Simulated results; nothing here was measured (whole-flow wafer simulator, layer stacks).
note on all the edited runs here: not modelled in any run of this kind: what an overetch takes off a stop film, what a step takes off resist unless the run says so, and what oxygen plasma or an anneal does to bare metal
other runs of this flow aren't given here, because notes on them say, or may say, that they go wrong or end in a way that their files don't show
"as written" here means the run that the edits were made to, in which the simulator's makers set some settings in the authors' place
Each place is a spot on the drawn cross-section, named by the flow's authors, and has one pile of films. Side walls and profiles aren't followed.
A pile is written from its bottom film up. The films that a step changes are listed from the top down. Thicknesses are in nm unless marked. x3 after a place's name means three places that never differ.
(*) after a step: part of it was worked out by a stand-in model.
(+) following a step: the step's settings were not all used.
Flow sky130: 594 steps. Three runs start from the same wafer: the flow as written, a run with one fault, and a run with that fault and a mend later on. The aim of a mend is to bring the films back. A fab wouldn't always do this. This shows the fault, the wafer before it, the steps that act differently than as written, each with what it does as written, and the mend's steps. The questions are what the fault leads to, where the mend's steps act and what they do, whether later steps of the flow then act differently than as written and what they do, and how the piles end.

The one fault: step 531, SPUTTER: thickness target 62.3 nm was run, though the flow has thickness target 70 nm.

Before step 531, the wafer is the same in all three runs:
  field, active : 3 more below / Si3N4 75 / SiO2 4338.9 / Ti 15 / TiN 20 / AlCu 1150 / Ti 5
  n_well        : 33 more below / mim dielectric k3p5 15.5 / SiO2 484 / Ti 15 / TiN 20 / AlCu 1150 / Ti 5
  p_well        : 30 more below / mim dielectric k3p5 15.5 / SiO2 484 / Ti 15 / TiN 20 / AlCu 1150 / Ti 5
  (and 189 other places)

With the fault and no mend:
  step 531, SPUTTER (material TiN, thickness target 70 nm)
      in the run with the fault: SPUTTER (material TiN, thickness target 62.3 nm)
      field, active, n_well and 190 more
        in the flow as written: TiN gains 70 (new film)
        in the run with the fault: TiN gains 62.3 (new film)
  Steps further on in the flow that do not act as written (not shown: 21 more steps that differ only slightly, by at most 2% or 0.5 nm, whichever is larger):
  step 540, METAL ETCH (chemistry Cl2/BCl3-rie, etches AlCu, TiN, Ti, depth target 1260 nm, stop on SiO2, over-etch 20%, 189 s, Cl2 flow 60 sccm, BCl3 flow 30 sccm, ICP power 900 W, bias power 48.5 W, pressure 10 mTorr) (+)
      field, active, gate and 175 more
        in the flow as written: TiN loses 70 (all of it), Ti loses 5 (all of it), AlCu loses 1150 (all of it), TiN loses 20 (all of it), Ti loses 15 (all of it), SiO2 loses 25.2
        in the run with the fault: TiN loses 62.3 (all of it), Ti loses 5 (all of it), AlCu loses 1150 (all of it), TiN loses 20 (all of it), Ti loses 15 (all of it), SiO2 loses 26
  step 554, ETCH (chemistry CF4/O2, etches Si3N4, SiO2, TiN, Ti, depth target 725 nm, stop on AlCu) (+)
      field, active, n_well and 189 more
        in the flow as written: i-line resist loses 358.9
        in the run with the fault: i-line resist loses 351.2
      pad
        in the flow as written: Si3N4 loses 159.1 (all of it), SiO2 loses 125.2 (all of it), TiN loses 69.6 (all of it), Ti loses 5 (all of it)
        in the run with the fault: Si3N4 loses 159.1 (all of it), SiO2 loses 125.2 (all of it), TiN loses 61.9 (all of it), Ti loses 5 (all of it)
  At n_well, p_well, sd_n and 11 more, the piles at the end differ from the flow's by more than 2% or 0.5 nm, whichever is larger.
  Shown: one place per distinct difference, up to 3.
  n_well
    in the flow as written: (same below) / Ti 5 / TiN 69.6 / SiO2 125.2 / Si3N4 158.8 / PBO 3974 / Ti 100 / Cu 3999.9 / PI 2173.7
    in the run with the fault: (same below) / Ti 5 / TiN 61.9 / SiO2 125.2 / Si3N4 158.8 / PBO 3979.6 / Ti 100 / Cu 3999.9 / PI 2174.6
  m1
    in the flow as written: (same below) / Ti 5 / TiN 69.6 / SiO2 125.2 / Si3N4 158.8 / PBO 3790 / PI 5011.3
    in the run with the fault: (same below) / Ti 5 / TiN 61.9 / SiO2 125.2 / Si3N4 158.8 / PBO 3796.4 / PI 5011.7
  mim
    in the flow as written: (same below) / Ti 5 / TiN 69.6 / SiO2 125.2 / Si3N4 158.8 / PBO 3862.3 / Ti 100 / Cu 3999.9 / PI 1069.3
    in the run with the fault: (same below) / Ti 5 / TiN 61.9 / SiO2 125.2 / Si3N4 158.8 / PBO 3868.2 / Ti 100 / Cu 3999.9 / PI 1070

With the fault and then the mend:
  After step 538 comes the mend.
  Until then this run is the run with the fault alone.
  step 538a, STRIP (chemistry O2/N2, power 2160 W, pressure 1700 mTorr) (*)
      n_well, p_well, sd_n and 9 more
        resist loses 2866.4 (all of it)
      m1, via4_hole
        resist loses 2868.5 (all of it)
      via4_enc
        resist loses 2866.3 (all of it)
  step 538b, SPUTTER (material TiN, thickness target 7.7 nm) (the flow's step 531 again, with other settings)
      field, active, n_well and 190 more
        TiN gains 7.7
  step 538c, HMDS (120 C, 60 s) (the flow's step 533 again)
      alters no film at any place that is followed
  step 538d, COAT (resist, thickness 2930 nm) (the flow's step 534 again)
      n_well, p_well, gate_hv and 172 more
        resist gains 2930 (new film)
      field, active, gate and 13 more
        resist gains 2929.9 (new film)
      m1, via4_hole
        resist gains 2932.1 (new film)
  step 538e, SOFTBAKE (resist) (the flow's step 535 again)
      field, active, gate, spacer, m1, sonos_cell, sonos_guard, sonos_guard_hv
        resist gains 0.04
      nwell_res
        resist gains 0.03
      pplus_nw
        resist gains 0.02
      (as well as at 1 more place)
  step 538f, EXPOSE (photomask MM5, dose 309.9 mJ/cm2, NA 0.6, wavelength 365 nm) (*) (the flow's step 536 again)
      alters no film at any place that is followed
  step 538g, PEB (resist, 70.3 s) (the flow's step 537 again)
      field, active, n_well and 188 more
        resist loses 63.6
      m1, via4_hole
        resist loses 63.7
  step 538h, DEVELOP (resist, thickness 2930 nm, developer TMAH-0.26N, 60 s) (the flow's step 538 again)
      field, active, gate and 168 more
        resist loses 2866.4 (all of it)
      via1_hole, via1_enc, via2_hole, via2_enc, via3_hole, via3_enc, via_li1
        resist loses 2866.3 (all of it)
  None of the later steps of the flow acts differently than as written at any place that is followed.
  By the end, the piles equal the flow's at every place that both follow.
